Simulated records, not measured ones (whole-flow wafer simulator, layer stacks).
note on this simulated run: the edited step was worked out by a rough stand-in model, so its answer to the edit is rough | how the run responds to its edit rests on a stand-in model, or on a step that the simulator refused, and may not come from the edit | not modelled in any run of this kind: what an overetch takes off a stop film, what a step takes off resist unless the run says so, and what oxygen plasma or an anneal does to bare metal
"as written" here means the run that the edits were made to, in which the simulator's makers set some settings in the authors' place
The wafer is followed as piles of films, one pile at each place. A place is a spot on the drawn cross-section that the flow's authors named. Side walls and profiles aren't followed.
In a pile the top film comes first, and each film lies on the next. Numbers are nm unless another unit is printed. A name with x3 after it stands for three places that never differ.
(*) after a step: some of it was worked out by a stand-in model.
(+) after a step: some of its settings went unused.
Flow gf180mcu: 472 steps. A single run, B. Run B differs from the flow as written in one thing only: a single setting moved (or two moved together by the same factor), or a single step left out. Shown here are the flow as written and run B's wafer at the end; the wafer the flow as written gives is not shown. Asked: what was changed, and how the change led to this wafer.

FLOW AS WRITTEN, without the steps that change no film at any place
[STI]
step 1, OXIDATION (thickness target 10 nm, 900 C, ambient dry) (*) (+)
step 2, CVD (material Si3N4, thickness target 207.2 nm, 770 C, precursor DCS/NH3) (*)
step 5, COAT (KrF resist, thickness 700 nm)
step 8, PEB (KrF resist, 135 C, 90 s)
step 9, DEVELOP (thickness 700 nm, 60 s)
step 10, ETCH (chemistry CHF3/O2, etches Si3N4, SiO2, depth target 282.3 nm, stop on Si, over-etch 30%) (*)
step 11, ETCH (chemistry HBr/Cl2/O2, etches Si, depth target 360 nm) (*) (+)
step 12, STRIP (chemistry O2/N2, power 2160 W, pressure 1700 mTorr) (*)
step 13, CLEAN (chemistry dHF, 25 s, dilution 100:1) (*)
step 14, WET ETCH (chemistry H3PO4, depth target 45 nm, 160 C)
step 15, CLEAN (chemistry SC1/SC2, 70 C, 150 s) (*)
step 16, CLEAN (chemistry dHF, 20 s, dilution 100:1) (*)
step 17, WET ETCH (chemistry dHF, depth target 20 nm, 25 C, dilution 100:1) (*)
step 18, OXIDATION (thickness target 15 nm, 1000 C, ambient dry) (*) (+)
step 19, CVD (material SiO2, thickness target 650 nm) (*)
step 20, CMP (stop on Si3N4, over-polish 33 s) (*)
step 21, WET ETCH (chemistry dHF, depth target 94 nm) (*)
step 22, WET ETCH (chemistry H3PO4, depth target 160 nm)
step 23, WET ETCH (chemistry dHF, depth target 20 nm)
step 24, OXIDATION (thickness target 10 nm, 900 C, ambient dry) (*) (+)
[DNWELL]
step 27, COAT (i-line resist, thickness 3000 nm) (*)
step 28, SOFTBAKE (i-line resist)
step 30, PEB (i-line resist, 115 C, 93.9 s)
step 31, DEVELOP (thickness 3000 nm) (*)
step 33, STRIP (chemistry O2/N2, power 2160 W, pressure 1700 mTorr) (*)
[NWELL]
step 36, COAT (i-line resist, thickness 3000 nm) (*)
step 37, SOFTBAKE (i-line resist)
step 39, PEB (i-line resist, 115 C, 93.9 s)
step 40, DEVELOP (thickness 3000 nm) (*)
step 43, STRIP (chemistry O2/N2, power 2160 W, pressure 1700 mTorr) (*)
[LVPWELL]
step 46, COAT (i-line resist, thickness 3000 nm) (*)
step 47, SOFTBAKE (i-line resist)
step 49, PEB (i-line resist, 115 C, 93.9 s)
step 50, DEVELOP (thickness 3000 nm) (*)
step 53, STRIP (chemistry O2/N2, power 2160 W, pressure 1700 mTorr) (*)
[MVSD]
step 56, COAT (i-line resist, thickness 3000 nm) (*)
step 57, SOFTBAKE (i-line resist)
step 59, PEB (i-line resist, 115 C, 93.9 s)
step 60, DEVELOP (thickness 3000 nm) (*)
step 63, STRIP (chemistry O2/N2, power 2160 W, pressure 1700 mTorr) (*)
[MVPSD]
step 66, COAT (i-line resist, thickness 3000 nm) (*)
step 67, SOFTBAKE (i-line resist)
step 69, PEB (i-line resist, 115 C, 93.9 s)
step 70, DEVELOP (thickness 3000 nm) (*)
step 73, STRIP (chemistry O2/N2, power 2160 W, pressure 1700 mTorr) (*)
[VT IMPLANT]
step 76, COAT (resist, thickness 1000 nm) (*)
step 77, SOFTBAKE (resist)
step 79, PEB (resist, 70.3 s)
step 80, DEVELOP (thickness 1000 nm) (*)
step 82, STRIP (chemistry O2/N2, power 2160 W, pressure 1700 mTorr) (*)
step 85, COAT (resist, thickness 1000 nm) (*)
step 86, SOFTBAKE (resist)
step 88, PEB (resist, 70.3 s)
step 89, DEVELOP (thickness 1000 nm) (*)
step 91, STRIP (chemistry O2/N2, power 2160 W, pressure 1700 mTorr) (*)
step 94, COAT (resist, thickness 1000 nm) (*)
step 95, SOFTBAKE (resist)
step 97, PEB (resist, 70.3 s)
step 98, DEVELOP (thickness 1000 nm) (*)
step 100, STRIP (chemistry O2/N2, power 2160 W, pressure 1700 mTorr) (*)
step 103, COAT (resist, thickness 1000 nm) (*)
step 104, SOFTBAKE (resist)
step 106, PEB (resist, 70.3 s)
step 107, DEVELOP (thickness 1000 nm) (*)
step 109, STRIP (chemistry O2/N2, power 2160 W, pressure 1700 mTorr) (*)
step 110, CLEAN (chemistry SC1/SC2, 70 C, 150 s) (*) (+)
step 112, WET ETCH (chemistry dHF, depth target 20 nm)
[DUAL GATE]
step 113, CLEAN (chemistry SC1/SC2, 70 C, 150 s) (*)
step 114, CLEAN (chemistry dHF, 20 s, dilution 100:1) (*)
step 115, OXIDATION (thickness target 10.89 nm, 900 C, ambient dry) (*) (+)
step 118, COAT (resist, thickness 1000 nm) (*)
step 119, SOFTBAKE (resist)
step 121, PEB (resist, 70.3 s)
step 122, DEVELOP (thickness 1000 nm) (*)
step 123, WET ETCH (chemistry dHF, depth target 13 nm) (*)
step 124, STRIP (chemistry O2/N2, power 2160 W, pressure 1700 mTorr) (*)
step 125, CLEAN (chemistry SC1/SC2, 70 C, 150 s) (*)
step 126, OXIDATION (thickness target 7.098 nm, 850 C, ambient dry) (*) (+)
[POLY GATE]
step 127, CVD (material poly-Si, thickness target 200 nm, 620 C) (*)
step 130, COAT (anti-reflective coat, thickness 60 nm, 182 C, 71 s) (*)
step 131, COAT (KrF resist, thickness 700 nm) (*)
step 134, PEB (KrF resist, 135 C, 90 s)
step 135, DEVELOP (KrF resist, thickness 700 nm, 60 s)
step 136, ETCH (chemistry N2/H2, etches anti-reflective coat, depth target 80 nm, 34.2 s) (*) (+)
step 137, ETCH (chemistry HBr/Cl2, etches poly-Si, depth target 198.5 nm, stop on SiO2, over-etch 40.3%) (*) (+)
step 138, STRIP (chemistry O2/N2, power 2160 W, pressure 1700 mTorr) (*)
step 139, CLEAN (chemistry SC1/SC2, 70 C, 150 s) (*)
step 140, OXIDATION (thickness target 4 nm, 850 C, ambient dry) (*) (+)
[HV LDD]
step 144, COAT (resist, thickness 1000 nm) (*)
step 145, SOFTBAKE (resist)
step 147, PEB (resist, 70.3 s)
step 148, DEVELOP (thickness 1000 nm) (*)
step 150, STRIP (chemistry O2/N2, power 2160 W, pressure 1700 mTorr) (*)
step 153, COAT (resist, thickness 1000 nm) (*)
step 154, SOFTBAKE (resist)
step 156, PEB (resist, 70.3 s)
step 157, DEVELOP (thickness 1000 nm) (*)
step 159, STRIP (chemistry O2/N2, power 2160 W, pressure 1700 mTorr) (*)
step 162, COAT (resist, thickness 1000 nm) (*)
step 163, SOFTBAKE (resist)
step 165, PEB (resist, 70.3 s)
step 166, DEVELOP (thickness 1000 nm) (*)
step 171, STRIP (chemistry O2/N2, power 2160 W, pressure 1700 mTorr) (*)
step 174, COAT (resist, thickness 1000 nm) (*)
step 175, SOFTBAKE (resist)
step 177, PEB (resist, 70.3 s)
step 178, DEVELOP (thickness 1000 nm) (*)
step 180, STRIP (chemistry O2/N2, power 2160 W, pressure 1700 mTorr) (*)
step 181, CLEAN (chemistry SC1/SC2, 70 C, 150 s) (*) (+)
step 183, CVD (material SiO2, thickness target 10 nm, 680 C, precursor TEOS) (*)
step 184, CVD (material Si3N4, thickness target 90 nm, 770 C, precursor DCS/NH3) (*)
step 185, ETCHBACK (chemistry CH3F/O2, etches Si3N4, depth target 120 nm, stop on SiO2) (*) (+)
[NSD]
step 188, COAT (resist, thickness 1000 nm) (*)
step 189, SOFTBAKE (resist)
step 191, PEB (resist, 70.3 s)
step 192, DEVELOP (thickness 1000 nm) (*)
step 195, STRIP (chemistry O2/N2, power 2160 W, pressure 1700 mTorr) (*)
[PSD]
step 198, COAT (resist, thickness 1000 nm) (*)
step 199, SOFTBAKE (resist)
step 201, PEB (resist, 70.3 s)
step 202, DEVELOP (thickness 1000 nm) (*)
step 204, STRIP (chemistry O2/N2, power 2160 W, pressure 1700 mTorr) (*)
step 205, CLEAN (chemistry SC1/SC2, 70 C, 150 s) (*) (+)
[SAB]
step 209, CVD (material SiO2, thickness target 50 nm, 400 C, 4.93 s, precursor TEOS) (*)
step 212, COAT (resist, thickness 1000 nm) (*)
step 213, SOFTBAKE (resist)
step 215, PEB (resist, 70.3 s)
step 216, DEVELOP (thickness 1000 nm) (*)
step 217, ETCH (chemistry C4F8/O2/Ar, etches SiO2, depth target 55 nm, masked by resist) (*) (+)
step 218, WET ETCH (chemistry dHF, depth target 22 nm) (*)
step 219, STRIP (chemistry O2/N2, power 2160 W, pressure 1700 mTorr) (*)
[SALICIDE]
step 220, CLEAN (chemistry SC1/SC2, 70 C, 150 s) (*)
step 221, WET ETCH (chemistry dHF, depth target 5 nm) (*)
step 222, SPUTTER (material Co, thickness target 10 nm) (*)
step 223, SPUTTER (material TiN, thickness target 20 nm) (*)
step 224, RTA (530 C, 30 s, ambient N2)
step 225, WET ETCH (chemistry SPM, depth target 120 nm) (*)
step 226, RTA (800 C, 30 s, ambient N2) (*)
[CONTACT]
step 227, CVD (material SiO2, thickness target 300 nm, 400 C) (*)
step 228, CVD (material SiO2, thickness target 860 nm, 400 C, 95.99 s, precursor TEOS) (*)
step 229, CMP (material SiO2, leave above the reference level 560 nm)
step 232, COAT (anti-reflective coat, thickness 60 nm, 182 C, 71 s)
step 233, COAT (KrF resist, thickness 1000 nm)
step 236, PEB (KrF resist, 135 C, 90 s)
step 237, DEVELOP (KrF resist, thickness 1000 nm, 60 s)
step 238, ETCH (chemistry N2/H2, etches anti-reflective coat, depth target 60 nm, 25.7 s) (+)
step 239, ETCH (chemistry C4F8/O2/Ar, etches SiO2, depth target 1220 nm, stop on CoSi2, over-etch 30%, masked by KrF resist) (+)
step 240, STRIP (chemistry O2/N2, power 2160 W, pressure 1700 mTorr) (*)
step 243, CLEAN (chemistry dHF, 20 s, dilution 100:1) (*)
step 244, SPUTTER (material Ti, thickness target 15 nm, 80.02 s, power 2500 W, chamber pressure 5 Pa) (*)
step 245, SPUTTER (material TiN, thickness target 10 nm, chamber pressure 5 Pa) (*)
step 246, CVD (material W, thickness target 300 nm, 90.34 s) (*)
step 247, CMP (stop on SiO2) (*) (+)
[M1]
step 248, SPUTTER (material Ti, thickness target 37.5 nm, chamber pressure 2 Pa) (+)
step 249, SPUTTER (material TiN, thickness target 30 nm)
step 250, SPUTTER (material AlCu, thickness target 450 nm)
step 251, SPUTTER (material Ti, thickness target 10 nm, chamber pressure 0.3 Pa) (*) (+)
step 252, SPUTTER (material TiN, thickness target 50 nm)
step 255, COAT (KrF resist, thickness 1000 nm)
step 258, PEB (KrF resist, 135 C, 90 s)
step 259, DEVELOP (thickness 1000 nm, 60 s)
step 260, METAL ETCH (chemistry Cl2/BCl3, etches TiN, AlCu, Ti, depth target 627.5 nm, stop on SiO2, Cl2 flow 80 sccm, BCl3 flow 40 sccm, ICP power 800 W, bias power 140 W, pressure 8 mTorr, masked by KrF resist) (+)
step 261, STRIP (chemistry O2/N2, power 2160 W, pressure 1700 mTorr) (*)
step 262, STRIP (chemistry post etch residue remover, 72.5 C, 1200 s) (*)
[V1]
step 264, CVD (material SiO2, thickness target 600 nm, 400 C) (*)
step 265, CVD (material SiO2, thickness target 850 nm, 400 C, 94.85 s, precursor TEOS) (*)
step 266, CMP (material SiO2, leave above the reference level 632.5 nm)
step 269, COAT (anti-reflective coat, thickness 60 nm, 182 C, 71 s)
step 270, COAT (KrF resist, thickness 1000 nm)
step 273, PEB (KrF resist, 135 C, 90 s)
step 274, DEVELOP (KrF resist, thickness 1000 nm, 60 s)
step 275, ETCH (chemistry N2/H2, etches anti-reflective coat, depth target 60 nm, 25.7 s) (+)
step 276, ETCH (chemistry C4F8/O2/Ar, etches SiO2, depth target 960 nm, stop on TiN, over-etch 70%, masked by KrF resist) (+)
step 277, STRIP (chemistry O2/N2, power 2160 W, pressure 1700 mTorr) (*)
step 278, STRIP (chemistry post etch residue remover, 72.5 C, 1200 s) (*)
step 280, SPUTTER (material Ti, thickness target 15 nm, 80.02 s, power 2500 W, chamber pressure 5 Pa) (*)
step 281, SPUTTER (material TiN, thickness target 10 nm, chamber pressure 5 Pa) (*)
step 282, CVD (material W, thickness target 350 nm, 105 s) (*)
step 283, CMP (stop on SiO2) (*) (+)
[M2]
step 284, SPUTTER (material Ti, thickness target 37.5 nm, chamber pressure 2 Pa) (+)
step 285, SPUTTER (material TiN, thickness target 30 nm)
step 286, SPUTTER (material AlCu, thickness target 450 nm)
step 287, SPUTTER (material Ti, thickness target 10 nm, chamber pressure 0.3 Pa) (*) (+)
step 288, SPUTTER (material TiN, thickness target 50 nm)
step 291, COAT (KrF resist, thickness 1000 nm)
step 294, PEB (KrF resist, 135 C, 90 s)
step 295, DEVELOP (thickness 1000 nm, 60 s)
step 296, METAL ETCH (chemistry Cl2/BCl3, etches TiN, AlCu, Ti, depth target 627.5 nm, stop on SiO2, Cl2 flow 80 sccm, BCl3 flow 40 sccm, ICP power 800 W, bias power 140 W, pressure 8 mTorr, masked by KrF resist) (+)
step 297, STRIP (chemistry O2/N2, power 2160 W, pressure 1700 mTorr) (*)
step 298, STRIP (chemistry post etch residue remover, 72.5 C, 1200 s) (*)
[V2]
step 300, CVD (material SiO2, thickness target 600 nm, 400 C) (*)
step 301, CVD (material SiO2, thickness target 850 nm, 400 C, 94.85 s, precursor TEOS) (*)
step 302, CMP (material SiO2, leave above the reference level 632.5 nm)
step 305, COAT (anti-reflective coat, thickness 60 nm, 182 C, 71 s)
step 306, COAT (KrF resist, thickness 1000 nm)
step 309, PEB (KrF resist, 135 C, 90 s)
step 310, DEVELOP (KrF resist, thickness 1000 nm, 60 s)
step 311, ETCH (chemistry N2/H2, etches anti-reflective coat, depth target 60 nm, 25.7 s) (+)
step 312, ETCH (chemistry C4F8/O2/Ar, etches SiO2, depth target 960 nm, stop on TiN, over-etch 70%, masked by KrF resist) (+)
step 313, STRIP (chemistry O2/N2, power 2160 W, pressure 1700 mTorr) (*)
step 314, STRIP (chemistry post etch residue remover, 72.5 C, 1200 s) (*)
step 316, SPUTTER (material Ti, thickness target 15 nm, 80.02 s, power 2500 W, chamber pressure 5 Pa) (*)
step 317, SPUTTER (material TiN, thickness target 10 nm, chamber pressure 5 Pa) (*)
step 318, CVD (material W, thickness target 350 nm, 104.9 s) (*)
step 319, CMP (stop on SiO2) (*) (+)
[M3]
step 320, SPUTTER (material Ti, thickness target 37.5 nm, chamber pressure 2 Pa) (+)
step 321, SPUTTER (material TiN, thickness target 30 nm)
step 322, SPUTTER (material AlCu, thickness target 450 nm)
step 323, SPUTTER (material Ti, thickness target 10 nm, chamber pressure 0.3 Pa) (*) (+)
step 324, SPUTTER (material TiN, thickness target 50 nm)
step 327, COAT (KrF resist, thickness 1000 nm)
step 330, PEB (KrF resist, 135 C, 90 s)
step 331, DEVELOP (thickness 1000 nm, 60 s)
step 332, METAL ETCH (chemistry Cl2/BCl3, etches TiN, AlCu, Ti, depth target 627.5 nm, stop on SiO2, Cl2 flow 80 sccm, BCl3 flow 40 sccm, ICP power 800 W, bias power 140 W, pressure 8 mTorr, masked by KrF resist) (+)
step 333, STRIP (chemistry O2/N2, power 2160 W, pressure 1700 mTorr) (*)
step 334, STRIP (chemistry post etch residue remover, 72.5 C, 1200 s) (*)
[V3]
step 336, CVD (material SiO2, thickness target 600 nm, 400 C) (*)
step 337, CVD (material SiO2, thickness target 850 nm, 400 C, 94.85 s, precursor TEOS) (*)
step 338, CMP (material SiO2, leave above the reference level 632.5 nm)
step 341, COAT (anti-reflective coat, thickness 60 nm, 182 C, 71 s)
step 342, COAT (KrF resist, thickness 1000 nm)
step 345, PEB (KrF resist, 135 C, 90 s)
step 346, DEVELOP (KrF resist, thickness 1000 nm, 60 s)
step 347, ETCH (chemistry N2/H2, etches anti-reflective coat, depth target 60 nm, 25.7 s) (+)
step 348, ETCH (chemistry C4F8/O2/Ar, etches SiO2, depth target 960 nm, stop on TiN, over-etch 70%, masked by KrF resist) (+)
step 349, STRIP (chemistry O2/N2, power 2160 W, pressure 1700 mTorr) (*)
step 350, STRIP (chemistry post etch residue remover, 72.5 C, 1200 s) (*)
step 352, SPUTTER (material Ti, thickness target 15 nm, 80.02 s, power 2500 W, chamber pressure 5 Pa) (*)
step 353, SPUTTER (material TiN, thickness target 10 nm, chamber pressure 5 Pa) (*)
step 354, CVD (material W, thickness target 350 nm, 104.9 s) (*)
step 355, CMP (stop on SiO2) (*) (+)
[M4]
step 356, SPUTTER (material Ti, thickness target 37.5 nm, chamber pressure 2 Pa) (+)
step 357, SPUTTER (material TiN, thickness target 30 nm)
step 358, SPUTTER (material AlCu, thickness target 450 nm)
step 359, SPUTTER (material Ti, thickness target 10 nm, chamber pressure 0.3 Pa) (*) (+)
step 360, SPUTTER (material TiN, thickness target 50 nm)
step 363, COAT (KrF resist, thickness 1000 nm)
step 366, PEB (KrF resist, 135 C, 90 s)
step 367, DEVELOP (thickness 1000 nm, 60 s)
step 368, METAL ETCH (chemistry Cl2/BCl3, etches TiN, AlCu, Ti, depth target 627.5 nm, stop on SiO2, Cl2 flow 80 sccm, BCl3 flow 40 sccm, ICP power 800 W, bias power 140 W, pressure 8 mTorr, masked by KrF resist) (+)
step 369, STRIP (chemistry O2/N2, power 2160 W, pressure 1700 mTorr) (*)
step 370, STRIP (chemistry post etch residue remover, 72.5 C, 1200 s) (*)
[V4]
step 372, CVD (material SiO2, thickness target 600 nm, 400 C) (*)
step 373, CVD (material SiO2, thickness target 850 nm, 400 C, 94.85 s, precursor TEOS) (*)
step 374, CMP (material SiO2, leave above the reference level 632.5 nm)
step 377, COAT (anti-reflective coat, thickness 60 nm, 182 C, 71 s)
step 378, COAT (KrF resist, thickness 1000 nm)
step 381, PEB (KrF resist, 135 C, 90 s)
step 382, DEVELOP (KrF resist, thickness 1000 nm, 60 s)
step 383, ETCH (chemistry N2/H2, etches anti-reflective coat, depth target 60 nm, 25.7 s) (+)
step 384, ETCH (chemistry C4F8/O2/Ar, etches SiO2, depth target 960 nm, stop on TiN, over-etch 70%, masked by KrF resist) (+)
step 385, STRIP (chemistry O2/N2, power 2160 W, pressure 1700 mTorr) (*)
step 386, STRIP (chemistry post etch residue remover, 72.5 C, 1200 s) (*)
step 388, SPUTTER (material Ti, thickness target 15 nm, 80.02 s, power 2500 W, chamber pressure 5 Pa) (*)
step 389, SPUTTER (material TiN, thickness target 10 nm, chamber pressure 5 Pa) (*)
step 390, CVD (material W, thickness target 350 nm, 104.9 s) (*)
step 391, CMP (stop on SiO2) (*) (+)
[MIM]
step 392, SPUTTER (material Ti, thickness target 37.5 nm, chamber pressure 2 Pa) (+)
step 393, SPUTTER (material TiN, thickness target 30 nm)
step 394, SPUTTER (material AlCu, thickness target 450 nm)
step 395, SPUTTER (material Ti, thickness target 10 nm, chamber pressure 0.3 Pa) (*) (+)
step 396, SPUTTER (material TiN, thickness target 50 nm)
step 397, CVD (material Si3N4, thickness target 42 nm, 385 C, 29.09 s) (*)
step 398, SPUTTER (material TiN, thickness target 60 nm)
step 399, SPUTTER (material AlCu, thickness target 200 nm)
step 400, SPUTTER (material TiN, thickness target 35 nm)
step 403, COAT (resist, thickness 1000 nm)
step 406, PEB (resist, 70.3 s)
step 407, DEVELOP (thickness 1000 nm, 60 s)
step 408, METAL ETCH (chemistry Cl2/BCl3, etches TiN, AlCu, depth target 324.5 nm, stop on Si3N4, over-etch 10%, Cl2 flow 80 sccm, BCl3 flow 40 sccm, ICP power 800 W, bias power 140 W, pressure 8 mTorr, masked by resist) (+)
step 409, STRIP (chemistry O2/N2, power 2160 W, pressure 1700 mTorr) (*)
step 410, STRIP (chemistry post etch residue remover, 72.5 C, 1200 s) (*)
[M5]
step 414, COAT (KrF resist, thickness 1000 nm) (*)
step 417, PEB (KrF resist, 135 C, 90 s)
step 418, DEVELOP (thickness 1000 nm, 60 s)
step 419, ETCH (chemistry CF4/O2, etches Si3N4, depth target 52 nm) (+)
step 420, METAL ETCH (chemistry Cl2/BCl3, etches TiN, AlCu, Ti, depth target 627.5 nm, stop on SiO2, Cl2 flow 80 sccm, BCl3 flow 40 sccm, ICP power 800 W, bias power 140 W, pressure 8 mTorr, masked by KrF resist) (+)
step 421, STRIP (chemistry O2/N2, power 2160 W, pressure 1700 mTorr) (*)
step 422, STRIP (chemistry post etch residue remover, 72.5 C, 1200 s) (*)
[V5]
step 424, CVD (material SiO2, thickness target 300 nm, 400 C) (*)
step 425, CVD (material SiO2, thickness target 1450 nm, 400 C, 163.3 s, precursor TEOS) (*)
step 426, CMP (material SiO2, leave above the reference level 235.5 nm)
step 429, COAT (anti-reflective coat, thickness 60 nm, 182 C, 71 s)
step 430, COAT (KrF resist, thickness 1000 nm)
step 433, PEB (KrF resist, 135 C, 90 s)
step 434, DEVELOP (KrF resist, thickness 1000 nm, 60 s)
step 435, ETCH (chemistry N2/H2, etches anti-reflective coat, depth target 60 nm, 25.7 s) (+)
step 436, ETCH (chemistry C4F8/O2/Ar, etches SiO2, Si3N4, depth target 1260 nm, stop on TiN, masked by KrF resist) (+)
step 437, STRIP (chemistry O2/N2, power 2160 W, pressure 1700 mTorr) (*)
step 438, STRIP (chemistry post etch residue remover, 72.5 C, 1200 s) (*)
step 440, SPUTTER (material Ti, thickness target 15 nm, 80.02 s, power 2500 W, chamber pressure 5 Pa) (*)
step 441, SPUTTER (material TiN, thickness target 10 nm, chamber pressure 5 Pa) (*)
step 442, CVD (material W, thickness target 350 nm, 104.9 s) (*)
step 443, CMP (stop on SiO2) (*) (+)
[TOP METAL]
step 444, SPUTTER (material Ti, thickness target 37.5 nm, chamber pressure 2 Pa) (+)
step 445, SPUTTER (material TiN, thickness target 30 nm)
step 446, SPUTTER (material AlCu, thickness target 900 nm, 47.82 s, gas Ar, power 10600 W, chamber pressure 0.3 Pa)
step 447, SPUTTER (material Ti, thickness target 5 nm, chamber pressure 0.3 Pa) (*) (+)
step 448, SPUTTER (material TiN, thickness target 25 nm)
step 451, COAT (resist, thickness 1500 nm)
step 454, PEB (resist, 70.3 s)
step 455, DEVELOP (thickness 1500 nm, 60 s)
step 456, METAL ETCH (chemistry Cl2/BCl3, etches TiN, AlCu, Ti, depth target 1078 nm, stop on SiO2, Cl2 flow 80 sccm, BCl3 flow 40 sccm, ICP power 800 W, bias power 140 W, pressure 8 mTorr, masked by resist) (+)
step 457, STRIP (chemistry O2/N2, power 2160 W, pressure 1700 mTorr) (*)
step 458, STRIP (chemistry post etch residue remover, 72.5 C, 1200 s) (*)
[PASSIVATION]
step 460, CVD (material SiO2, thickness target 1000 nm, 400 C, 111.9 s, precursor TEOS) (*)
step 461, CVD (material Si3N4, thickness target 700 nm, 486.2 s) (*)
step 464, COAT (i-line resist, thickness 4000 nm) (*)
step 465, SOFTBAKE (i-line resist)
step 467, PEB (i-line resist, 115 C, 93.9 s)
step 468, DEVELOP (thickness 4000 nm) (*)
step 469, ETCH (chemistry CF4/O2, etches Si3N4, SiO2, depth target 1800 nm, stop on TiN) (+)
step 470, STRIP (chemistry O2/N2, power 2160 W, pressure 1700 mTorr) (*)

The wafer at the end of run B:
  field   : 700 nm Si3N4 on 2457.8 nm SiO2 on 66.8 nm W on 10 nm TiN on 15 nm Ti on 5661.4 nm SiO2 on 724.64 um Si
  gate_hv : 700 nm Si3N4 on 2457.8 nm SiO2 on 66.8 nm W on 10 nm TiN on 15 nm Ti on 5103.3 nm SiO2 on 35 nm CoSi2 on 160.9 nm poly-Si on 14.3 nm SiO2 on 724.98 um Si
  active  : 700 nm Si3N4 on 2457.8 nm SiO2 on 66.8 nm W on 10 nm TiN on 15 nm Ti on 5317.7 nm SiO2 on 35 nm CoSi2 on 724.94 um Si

The reason: step 373, CVD: thickness target 416 nm was run, whereas the flow has thickness target 850 nm; step 373, CVD: 46.48 s was run, where the flow has 94.85 s.

Step by step, how the change led to this:
  step 373, CVD (material SiO2, thickness target 850 nm, 400 C, 94.85 s, precursor TEOS) (*)
      field, field__w1, field__w2 and 108 more: SiO2 gains 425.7 (as written it would have been: SiO2 gains 850)
  step 374, CMP (material SiO2, leave above the reference level 632.5 nm)
      field, field__w1, field__w2 and 103 more: nothing (as written it would have been: SiO2 loses 300)
      field__w8, contact, m1, m1__w1, m1_nw: SiO2 loses 452.8 (as written it would have been: SiO2 loses 877.1)
  step 377, COAT (anti-reflective coat, thickness 60 nm, 182 C, 71 s)
      field: anti-reflective coat gains 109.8 (new film) (as written it would have been: anti-reflective coat gains 60 (new film))
      field__w1: anti-reflective coat gains 86.7 (new film) (as written it would have been: anti-reflective coat gains 60 (new film))
      (as well as at 20 more places)
  step 378, COAT (KrF resist, thickness 1000 nm)
      field__w1: KrF resist gains 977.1 (new film) (as written it would have been: KrF resist gains 1000 (new film))
      field__w8: KrF resist gains 977.8 (new film) (as written it would have been: KrF resist gains 1000 (new film))
      (as well as at 10 more places)
  step 381, PEB (KrF resist, 135 C, 90 s)
      polyc_n, polyc_n_rim: KrF resist loses 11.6 (as written it would have been: KrF resist loses 10.5)
      contact: KrF resist loses 9.59 (as written it would have been: KrF resist loses 10.5)
      (as well as at 2 more places)
  step 382, DEVELOP (KrF resist, thickness 1000 nm, 60 s)
      contact: KrF resist loses 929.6 (all of it) (as written it would have been: KrF resist loses 989.5 (all of it))
  step 383, ETCH (chemistry N2/H2, etches anti-reflective coat, depth target 60 nm, 25.7 s) (+)
      contact: anti-reflective coat loses 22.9 (all of it), SiO2 loses 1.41 (as written it would have been: anti-reflective coat loses 60 (all of it), SiO2 loses 0.46)
  step 385, STRIP (chemistry O2/N2, power 2160 W, pressure 1700 mTorr) (*)
      field: KrF resist loses 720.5 (all of it), anti-reflective coat loses 109.8 (all of it) (as written it would have been: KrF resist loses 739.2 (all of it), anti-reflective coat loses 60 (all of it))
      field__w1: KrF resist loses 716.6 (all of it), anti-reflective coat loses 86.7 (all of it) (as written it would have been: KrF resist loses 739.2 (all of it), anti-reflective coat loses 60 (all of it))
      (as well as at 19 more places)
  step 388, SPUTTER (material Ti, thickness target 15 nm, 80.02 s, power 2500 W, chamber pressure 5 Pa) (*)
      contact: Ti gains 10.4 (new film) (as written it would have been: Ti gains 9.65 (new film))
  step 390, CVD (material W, thickness target 350 nm, 104.9 s) (*)
      contact: W gains 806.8 (new film) (as written it would have been: W gains 932.3 (new film))
  step 391, CMP (stop on SiO2) (*) (+)
      field, field__w1, field__w2 and 103 more: W loses 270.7 (as written it would have been: W loses 350 (all of it), TiN loses 10 (all of it), Ti loses 15 (all of it), SiO2 loses 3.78)
      field__w8, m1, m1__w1, m1_nw: W loses 350 (all of it), TiN loses 10 (all of it), Ti loses 15 (all of it), SiO2 loses 20 (as written it would have been: W loses 350 (all of it), TiN loses 10 (all of it), Ti loses 15 (all of it), SiO2 loses 3.78)
      (as well as at 1 more place)
  step 420, METAL ETCH (chemistry Cl2/BCl3, etches TiN, AlCu, Ti, depth target 627.5 nm, stop on SiO2, Cl2 flow 80 sccm, BCl3 flow 40 sccm, ICP power 800 W, bias power 140 W, pressure 8 mTorr, masked by KrF resist) (+)
      field, field__w1, field__w2 and 101 more: TiN loses 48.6 (all of it), Ti loses 10 (all of it), AlCu loses 450 (all of it), TiN loses 30 (all of it), Ti loses 37.5 (all of it), W loses 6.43 (as written it would have been: TiN loses 48.6 (all of it), Ti loses 10 (all of it), AlCu loses 450 (all of it), TiN loses 30 (all of it), Ti loses 37.5 (all of it))
  step 422, STRIP (chemistry post etch residue remover, 72.5 C, 1200 s) (*)
      field, field__w1, field__w2 and 101 more: W loses 6.01 (as written it would have been: nothing)
  step 424, CVD (material SiO2, thickness target 300 nm, 400 C) (*)
      field, field__w1, field__w2 and 101 more: SiO2 gains 300 (new film) (as written it would have been: SiO2 gains 300)
  step 426, CMP (material SiO2, leave above the reference level 235.5 nm)
      field, field__w1, field__w5 and 92 more: SiO2 loses 288.4 (as written it would have been: SiO2 loses 300.8)
      field__w2, field__w3, field__w12 and 6 more: SiO2 loses 259.7 (as written it would have been: SiO2 loses 272.7)
Taking metal films that touch as one body, field has 1 body; the flow as written gives 0 bodies.
Taking metal films that touch as one body, gate_hv has 2 bodies (between them, from the top down: SiO2 5103.3); the flow as written gives 1 body.
Taking metal films that touch as one body, active has 2 bodies (between them, from the top down: SiO2 5317.7); the flow as written gives 1 body.
